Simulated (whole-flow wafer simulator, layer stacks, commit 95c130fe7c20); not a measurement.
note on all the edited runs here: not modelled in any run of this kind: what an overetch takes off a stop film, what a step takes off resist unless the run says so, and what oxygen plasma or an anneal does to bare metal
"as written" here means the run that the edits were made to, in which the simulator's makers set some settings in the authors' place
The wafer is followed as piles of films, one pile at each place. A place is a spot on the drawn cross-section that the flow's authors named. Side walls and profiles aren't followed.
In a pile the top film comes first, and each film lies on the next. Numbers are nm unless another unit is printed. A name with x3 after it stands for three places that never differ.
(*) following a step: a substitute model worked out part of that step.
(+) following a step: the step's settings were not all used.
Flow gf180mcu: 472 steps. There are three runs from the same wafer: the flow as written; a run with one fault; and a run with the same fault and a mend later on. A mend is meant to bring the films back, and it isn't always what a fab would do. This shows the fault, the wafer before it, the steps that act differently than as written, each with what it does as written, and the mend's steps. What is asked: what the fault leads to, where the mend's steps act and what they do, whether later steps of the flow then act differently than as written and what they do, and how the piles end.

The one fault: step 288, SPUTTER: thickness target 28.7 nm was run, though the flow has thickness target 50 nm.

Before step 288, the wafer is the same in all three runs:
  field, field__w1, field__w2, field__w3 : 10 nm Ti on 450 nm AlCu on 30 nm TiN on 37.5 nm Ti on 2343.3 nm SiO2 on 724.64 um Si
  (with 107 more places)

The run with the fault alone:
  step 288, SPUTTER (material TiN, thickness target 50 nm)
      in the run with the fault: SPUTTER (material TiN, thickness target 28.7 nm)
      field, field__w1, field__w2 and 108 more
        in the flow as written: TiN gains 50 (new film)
        in the run with the fault: TiN gains 28.7 (new film)
  Later steps of the flow acting differently than as written (not shown: 2 more steps that differ only slightly, by at most 2% or 0.5 nm, whichever is larger):
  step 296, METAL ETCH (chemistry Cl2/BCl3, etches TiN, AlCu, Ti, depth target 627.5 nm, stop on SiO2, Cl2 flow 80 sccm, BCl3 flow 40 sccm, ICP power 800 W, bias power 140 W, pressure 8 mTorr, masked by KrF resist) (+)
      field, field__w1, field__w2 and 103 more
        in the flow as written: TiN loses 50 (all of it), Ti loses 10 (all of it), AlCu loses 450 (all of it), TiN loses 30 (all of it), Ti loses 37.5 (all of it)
        in the run with the fault: TiN loses 28.7 (all of it), Ti loses 10 (all of it), AlCu loses 450 (all of it), TiN loses 30 (all of it), Ti loses 37.5 (all of it)
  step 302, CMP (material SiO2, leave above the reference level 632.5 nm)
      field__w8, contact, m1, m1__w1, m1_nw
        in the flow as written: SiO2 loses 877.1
        in the run with the fault: SiO2 loses 855.8
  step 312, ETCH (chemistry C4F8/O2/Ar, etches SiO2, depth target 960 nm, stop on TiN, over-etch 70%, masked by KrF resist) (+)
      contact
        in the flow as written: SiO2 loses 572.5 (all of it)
        in the run with the fault: SiO2 loses 593.8 (all of it)
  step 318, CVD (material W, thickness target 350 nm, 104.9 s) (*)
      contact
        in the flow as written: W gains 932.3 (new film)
        in the run with the fault: W gains 953.8 (new film)
  By the end, the piles at field__w8, contact, m1, m1__w1, m1_nw depart from the flow's by more than 2% or 0.5 nm, whichever is larger.
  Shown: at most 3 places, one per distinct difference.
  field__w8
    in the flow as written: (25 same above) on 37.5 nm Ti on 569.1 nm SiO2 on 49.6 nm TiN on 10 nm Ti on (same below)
    in the run with the fault: (25 same above) on 37.5 nm Ti on 590.4 nm SiO2 on 28.3 nm TiN on 10 nm Ti on (same below)
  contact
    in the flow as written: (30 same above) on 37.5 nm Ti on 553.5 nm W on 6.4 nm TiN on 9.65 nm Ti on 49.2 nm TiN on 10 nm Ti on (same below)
    in the run with the fault: (30 same above) on 37.5 nm Ti on 575 nm W on 6.32 nm TiN on 9.53 nm Ti on 27.9 nm TiN on 10 nm Ti on (same below)

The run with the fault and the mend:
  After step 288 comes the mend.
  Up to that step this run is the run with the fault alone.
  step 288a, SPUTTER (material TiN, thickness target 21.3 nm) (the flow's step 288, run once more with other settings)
      field, field__w1, field__w2 and 108 more
        TiN gains 21.3
  Every later step of the flow that is run acts as written at every place that is followed.
  The piles end the same as the flow's at every place that both follow.
